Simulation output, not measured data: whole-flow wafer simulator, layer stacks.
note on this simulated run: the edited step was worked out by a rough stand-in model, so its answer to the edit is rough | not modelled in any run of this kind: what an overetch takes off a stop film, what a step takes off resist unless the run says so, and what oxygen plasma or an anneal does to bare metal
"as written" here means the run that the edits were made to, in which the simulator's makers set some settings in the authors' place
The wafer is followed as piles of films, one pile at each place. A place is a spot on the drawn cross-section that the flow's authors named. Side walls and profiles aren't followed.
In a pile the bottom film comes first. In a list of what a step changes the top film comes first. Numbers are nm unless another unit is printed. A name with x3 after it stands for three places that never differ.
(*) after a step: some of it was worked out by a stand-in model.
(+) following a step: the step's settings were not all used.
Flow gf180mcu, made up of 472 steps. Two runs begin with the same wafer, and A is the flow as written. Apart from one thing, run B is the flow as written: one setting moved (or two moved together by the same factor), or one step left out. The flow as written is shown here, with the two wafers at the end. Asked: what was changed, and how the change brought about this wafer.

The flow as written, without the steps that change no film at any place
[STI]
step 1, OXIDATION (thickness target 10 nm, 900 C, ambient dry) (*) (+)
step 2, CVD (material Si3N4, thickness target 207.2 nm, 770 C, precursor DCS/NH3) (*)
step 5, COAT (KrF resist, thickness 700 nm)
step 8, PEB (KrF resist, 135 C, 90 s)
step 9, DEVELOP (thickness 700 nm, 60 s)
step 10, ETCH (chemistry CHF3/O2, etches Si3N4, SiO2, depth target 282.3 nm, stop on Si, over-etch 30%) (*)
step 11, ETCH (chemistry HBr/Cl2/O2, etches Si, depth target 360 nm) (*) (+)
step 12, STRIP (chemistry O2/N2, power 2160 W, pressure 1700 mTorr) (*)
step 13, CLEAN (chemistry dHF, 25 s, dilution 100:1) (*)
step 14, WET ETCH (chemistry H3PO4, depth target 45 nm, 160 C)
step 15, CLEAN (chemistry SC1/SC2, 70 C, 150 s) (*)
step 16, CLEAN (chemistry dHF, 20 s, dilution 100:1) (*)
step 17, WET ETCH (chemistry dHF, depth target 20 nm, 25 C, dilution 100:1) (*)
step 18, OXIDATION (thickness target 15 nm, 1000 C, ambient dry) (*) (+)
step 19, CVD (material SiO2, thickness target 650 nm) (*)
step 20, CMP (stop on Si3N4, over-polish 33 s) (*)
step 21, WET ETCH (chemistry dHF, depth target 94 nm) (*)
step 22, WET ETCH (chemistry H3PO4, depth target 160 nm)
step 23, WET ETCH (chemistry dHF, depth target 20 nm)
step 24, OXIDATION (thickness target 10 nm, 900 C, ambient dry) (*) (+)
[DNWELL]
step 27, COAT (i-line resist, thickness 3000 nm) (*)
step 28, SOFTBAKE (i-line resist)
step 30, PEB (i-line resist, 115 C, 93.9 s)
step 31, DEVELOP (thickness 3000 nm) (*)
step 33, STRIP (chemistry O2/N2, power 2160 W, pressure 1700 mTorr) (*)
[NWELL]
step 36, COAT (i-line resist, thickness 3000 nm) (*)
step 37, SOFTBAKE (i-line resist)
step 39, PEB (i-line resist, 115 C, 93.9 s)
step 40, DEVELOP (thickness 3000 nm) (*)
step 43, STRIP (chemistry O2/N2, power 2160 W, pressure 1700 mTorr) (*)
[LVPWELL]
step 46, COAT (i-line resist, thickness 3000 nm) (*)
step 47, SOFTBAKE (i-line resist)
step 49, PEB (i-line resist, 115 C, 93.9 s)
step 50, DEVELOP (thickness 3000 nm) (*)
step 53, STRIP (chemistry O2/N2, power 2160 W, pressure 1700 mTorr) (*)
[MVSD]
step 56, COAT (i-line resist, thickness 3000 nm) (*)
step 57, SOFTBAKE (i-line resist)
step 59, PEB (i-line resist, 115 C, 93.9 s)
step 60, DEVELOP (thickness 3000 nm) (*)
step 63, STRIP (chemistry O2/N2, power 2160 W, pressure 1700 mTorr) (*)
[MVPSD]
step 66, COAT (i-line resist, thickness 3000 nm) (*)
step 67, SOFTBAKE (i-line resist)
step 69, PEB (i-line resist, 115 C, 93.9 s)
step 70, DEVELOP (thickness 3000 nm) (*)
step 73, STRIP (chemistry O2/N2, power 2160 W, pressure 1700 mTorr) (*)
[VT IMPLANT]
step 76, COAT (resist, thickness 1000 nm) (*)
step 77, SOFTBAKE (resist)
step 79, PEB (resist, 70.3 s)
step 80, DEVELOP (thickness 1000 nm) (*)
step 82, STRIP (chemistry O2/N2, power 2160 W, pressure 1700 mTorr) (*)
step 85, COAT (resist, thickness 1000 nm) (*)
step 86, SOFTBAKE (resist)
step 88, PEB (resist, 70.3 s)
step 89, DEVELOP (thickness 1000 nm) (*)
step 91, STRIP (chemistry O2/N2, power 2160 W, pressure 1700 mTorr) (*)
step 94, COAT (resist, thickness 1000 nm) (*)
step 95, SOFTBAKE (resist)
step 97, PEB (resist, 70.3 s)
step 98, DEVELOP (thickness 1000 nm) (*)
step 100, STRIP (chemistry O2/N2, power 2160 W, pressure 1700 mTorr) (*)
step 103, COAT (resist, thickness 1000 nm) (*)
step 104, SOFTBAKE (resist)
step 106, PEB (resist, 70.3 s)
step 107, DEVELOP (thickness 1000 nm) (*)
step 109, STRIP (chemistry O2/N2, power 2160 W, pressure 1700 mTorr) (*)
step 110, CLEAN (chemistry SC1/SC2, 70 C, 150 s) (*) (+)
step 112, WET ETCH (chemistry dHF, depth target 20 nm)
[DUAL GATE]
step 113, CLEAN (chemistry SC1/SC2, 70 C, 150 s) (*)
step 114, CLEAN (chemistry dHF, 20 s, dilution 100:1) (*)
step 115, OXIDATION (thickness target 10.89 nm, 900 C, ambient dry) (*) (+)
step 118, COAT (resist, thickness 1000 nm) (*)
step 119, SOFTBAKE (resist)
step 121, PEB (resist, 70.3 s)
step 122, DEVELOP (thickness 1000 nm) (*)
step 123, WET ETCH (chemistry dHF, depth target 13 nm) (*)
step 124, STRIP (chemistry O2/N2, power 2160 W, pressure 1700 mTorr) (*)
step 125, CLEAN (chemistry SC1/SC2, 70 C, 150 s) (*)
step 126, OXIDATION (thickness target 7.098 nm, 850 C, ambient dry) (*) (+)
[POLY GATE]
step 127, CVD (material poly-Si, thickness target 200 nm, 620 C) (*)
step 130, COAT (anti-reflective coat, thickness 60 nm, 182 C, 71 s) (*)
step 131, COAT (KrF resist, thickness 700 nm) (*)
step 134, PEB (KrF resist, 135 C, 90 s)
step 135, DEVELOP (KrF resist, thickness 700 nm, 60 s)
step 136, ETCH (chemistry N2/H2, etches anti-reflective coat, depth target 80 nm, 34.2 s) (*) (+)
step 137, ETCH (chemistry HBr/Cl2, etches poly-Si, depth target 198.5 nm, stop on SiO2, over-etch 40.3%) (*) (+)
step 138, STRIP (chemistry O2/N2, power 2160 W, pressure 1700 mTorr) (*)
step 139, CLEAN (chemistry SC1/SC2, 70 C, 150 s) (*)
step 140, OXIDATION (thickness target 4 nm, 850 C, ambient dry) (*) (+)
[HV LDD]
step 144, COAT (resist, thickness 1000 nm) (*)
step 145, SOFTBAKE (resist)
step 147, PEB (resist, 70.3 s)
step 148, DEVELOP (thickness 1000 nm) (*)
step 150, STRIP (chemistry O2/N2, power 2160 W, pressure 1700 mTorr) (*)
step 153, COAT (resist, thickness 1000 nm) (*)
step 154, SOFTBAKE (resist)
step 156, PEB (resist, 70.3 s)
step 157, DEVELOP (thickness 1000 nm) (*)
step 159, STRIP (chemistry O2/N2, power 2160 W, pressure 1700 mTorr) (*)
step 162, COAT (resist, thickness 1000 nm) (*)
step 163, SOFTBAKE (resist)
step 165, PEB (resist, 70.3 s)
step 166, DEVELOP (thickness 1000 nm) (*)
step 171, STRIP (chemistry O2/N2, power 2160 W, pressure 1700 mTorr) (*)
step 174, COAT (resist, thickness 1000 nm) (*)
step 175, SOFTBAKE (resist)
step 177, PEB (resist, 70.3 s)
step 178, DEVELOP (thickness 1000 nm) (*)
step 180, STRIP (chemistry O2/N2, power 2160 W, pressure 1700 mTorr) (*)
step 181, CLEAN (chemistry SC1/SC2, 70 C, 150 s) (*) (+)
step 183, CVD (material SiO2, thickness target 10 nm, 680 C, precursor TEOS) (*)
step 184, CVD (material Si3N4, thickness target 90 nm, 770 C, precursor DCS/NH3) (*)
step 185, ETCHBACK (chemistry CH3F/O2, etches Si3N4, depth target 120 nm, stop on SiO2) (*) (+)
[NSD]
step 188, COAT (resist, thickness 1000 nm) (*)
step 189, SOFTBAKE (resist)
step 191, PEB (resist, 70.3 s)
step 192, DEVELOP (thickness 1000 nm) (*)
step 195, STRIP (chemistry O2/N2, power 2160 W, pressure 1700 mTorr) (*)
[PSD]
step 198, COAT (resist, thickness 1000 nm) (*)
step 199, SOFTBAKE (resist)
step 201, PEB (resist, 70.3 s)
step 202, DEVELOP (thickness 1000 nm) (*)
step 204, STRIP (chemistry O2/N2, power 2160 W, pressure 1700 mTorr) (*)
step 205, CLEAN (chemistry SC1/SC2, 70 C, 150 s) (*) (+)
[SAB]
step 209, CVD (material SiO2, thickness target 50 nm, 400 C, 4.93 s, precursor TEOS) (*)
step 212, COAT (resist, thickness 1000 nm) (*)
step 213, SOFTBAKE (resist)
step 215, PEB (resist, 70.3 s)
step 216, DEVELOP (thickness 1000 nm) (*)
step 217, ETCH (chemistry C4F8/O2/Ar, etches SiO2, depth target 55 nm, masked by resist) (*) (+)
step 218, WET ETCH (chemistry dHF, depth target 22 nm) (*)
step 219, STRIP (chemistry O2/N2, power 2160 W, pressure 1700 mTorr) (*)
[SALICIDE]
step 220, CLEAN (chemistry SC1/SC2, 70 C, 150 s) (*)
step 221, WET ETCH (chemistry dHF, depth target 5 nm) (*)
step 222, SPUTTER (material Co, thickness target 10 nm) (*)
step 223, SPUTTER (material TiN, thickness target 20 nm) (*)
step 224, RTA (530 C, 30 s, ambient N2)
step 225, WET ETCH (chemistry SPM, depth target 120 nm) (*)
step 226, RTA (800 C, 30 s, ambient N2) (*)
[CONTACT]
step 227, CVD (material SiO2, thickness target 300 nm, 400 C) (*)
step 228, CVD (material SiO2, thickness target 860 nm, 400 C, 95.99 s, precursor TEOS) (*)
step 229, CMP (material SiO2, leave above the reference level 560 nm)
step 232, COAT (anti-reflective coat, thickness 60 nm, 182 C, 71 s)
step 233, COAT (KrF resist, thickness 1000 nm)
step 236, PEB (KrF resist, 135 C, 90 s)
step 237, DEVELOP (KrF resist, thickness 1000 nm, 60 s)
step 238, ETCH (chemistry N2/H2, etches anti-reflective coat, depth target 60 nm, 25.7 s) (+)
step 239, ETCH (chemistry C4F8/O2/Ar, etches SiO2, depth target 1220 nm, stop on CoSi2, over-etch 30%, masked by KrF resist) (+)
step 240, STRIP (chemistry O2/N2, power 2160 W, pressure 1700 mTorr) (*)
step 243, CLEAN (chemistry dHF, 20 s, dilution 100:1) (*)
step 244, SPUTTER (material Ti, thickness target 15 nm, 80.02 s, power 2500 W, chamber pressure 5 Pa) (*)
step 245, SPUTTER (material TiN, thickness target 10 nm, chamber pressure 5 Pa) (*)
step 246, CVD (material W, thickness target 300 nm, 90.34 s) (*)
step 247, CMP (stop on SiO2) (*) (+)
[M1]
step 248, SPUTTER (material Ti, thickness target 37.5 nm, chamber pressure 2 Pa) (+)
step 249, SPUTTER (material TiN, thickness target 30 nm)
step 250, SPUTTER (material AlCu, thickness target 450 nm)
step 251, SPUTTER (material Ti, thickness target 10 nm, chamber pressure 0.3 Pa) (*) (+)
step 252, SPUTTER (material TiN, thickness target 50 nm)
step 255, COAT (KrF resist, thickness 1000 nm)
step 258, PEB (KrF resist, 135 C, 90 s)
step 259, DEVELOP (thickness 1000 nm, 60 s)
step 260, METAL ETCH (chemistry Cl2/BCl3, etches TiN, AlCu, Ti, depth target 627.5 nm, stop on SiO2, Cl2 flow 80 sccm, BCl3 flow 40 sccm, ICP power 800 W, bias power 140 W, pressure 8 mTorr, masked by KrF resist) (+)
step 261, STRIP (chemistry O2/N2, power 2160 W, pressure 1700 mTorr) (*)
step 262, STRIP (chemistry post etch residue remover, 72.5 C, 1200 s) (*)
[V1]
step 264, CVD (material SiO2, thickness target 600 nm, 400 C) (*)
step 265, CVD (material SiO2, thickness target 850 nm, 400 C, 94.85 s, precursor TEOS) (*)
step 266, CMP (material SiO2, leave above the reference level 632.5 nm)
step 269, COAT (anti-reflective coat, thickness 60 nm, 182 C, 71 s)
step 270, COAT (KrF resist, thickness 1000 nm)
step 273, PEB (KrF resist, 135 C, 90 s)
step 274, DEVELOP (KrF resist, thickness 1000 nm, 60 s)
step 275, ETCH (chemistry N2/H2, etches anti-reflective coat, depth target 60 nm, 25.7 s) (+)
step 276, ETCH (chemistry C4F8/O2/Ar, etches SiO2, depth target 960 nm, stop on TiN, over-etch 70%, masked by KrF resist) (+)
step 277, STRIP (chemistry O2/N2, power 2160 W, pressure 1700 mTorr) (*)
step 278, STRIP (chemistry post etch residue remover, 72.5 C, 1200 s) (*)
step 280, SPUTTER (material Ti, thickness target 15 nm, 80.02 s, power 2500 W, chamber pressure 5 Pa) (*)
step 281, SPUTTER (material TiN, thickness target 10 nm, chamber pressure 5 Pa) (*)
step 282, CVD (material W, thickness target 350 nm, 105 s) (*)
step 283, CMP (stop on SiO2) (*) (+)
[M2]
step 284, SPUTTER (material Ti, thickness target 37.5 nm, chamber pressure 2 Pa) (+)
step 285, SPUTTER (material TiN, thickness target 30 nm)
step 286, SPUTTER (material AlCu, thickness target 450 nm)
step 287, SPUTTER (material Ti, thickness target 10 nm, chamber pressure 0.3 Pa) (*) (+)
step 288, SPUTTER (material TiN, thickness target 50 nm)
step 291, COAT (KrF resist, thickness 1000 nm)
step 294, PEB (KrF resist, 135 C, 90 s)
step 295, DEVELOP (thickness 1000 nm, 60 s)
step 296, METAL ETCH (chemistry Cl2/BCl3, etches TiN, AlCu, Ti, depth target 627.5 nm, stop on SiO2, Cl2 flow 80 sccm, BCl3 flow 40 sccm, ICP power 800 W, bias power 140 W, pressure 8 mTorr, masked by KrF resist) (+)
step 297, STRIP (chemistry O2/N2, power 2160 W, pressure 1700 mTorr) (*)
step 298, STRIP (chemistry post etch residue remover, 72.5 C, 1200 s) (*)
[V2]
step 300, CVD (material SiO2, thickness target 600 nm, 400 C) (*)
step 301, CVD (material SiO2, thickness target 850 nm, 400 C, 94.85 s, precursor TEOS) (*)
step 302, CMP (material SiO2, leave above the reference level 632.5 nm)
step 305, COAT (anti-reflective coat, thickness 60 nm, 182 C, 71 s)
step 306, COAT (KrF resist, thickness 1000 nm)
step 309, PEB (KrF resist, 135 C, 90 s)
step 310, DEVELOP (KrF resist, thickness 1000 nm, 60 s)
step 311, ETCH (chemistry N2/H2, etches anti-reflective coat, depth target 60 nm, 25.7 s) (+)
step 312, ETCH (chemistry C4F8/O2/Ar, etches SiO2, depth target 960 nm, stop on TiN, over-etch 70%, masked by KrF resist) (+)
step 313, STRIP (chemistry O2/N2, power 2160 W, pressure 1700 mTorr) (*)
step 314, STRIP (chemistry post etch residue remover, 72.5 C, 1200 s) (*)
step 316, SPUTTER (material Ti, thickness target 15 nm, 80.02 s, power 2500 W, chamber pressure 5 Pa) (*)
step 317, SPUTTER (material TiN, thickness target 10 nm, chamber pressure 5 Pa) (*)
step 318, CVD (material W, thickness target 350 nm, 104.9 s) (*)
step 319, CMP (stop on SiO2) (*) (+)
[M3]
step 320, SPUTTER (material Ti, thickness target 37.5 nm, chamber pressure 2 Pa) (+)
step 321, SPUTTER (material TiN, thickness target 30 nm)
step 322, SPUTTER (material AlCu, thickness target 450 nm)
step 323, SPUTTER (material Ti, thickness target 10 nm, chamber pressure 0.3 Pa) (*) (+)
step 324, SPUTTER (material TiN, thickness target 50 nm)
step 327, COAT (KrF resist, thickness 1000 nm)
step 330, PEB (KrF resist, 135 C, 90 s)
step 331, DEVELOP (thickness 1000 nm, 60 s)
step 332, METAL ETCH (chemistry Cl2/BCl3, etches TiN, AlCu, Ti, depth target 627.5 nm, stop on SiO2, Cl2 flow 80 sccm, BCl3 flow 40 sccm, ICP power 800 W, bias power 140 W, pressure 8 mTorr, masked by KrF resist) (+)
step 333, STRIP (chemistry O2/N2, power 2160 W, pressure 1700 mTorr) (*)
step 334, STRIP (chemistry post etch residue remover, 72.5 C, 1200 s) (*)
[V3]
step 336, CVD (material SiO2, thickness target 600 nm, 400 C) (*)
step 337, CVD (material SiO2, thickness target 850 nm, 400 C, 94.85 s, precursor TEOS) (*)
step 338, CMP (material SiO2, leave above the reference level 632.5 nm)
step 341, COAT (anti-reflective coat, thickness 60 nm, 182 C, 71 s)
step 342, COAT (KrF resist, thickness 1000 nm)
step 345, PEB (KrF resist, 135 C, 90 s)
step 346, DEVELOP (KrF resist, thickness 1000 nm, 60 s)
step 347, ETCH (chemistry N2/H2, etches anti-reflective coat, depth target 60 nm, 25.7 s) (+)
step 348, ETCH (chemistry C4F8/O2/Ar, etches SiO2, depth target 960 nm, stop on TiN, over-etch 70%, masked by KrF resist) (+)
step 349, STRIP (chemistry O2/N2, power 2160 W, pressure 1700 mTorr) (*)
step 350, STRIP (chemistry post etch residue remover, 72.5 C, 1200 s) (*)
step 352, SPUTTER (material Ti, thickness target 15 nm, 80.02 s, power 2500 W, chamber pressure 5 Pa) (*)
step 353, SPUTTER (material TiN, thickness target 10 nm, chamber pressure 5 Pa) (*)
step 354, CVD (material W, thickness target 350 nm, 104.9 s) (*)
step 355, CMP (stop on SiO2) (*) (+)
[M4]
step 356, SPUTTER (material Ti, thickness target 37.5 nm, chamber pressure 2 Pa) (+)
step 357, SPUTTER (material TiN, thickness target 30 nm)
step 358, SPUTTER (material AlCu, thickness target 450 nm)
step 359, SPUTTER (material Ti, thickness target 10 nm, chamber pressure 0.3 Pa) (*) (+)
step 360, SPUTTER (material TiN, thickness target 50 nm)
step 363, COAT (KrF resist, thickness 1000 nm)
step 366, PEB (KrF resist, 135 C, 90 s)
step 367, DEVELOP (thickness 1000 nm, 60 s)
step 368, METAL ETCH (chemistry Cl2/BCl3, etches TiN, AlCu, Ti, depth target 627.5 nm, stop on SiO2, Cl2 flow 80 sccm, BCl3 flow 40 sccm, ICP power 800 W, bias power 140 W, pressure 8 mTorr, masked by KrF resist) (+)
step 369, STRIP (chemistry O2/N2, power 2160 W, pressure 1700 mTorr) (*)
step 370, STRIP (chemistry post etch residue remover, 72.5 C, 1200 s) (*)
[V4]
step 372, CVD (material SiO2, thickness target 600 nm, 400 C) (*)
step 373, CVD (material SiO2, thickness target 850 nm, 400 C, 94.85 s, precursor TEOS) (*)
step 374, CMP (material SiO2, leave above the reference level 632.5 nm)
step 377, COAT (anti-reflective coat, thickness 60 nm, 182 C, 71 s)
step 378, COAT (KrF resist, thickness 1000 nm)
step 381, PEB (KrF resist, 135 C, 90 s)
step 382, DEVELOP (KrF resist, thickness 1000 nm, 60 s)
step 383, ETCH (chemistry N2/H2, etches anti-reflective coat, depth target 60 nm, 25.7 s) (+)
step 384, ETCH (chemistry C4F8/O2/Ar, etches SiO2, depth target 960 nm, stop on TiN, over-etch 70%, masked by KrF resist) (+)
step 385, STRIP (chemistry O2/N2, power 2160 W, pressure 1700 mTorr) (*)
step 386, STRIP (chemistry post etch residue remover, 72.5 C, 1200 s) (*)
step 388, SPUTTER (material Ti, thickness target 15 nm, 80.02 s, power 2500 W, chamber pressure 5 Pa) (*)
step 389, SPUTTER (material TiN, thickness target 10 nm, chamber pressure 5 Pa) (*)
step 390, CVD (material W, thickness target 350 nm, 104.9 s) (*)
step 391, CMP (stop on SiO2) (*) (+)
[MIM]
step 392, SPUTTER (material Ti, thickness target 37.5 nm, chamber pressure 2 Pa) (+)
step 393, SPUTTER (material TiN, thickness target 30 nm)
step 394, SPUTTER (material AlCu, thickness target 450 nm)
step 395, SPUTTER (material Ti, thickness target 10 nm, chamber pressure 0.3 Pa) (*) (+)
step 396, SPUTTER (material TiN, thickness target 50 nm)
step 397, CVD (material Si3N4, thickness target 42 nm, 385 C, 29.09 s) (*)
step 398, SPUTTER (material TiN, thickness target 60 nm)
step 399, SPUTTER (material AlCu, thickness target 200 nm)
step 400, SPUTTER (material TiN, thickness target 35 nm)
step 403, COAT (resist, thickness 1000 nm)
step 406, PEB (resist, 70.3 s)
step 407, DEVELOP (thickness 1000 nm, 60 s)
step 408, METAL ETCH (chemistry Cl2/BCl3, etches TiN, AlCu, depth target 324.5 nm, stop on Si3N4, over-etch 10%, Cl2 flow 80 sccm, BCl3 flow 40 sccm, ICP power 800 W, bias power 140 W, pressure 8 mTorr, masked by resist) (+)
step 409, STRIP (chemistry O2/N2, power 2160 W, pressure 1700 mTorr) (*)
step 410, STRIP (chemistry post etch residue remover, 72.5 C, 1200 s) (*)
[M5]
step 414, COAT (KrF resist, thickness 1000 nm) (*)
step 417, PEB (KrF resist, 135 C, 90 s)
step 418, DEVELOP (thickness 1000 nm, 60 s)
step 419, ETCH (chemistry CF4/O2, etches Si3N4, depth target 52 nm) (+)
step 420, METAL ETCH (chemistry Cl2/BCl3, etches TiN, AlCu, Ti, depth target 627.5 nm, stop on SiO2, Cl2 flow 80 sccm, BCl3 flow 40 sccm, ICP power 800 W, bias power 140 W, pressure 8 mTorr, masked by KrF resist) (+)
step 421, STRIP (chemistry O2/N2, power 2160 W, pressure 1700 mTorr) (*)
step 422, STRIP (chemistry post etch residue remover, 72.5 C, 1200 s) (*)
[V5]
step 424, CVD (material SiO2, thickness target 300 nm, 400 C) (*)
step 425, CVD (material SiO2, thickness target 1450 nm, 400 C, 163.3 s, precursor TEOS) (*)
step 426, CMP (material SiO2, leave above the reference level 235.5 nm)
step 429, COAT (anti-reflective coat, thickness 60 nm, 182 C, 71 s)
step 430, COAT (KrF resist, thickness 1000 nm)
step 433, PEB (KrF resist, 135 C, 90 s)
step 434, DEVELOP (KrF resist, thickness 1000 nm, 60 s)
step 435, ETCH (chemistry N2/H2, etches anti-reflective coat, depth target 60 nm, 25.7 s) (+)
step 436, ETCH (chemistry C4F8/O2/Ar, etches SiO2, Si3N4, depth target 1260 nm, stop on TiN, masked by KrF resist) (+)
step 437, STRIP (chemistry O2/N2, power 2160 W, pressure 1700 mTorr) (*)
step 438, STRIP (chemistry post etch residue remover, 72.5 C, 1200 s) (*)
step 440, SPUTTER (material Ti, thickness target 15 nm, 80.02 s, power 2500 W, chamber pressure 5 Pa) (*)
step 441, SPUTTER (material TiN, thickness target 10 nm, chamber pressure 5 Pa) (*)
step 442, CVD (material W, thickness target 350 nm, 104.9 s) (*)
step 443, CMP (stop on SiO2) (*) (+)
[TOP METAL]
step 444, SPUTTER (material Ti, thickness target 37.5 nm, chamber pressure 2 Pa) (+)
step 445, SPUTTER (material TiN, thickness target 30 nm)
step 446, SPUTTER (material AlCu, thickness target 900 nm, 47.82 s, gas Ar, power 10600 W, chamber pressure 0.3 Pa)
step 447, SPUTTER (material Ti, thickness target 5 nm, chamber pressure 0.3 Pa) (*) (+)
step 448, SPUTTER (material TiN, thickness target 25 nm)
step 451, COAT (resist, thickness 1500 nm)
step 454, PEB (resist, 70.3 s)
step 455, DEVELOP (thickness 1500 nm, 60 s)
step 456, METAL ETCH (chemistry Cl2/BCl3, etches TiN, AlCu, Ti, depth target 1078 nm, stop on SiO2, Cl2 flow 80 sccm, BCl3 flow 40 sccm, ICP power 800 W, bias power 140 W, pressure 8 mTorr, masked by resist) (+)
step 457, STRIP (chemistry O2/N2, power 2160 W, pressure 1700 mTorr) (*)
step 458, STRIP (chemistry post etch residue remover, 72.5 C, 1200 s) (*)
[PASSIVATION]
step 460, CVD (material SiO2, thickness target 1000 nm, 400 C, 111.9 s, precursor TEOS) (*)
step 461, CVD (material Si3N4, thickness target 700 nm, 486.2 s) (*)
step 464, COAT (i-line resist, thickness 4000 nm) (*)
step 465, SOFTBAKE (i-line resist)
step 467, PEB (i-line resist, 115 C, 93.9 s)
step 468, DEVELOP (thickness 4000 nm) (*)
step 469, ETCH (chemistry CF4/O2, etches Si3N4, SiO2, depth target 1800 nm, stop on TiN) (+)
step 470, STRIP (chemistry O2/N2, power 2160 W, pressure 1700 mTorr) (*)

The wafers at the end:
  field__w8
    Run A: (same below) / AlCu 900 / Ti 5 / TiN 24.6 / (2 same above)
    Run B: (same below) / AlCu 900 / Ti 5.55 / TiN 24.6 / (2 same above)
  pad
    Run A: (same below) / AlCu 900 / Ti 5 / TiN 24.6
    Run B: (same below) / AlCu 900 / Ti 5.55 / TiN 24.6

What caused this: step 447, SPUTTER: thickness target 5.55 nm was run, though the flow has thickness target 5 nm.
One can read it off the wafer: field__w8 has Ti 5.55, and step 447 as written asks for 5 nm.

How this came from the change, step by step:
  step 447, SPUTTER (material Ti, thickness target 5 nm, chamber pressure 0.3 Pa) (*) (+)
      field, field__w1, field__w2 and 109 more: A Ti gains 5 (new film) | B Ti gains 5.55 (new film)
  step 456, METAL ETCH (chemistry Cl2/BCl3, etches TiN, AlCu, Ti, depth target 1078 nm, stop on SiO2, Cl2 flow 80 sccm, BCl3 flow 40 sccm, ICP power 800 W, bias power 140 W, pressure 8 mTorr, masked by resist) (+)
      field, field__w1, field__w2 and 103 more: A TiN loses 25 (all of it), Ti loses 5 (all of it), AlCu loses 900 (all of it), TiN loses 30 (all of it), Ti loses 37.5 (all of it) | B TiN loses 25 (all of it), Ti loses 5.55 (all of it), AlCu loses 900 (all of it), TiN loses 30 (all of it), Ti loses 37.5 (all of it)
